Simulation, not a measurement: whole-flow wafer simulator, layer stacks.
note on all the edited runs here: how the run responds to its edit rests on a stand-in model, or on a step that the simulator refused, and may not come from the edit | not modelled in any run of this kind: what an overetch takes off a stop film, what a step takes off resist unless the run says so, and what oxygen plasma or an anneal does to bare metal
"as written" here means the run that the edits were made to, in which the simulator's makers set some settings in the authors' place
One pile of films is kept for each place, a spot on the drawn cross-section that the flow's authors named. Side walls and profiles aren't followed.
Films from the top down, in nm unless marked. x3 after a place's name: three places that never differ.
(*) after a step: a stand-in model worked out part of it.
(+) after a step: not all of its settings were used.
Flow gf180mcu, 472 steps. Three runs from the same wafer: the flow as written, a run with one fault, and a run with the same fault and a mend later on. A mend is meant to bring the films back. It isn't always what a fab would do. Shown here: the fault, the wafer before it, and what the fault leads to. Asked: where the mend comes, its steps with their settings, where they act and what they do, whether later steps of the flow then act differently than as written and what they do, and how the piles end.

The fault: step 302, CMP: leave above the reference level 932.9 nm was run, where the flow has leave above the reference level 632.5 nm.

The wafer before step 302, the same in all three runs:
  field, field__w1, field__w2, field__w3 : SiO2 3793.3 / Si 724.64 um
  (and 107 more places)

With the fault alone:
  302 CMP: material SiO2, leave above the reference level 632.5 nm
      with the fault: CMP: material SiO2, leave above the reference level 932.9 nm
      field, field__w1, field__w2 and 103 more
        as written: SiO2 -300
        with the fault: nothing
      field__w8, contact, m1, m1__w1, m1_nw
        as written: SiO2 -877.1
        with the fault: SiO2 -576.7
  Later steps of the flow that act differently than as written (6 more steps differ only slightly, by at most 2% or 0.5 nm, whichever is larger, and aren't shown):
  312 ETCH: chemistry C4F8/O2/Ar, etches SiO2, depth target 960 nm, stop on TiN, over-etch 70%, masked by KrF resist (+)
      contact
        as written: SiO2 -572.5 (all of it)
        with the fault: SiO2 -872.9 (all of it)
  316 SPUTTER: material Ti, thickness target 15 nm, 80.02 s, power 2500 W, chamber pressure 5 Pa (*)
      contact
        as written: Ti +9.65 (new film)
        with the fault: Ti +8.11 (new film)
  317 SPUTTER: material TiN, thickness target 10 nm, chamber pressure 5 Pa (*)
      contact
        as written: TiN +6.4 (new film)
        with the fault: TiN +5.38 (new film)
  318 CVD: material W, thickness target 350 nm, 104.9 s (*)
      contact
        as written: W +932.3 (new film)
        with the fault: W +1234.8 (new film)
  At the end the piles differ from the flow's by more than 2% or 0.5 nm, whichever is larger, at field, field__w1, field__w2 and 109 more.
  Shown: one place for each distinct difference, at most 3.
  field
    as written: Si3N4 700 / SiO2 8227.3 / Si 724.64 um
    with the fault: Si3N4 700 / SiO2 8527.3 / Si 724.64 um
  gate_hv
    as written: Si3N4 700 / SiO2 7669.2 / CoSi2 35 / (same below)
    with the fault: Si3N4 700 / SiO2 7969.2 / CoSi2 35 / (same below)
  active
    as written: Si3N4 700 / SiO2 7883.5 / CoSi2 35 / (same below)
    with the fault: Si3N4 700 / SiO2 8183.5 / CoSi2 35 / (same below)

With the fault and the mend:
  The mend comes after step 310.
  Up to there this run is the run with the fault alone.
  310a STRIP: chemistry O2/N2, power 2160 W, pressure 1700 mTorr (*)
      field__w1, field__w2, field__w3 and 97 more
        KrF resist -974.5 (all of it), anti-reflective coat -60 (all of it)
      n_well, polyc_p, polyc_p_rim, sti_nw
        KrF resist -974.5 (all of it), anti-reflective coat -60.1 (all of it)
      field
        KrF resist -974.4 (all of it), anti-reflective coat -60.1 (all of it)
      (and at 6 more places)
  310b CMP: material SiO2, leave above the reference level 632.5 nm (the flow's step 302 once more)
      field, field__w1, field__w2 and 103 more
        SiO2 -300
      field__w8, contact, m1, m1__w1, m1_nw
        SiO2 -300.4
  310c HMDS: 120 C, 60 s (the flow's step 304 once more)
      changes no film at any place that is followed
  310d COAT: anti-reflective coat, thickness 60 nm, 182 C, 71 s (the flow's step 305 once more)
      field, field__w1, field__w2 and 108 more
        anti-reflective coat +60 (new film)
  310e COAT: KrF resist, thickness 1000 nm (the flow's step 306 once more)
      field, field__w1, field__w2 and 108 more
        KrF resist +1000 (new film)
  310f SOFTBAKE: KrF resist (the flow's step 307 once more)
      changes no film at any place that is followed
  310g EXPOSE: photomask Via2 (the flow's step 308 once more)
      changes no film at any place that is followed
  310h PEB: KrF resist, 135 C, 90 s (the flow's step 309 once more)
      field, field__w1, field__w2 and 108 more
        KrF resist -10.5
  310i DEVELOP: KrF resist, thickness 1000 nm, 60 s (the flow's step 310 once more)
      field, field__w1, field__w2 and 107 more
        KrF resist -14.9
      contact
        KrF resist -989.5 (all of it)
  No later step of the flow acts differently than as written at any place that is followed.
  At the end the piles are the same as the flow's at every place that both follow.
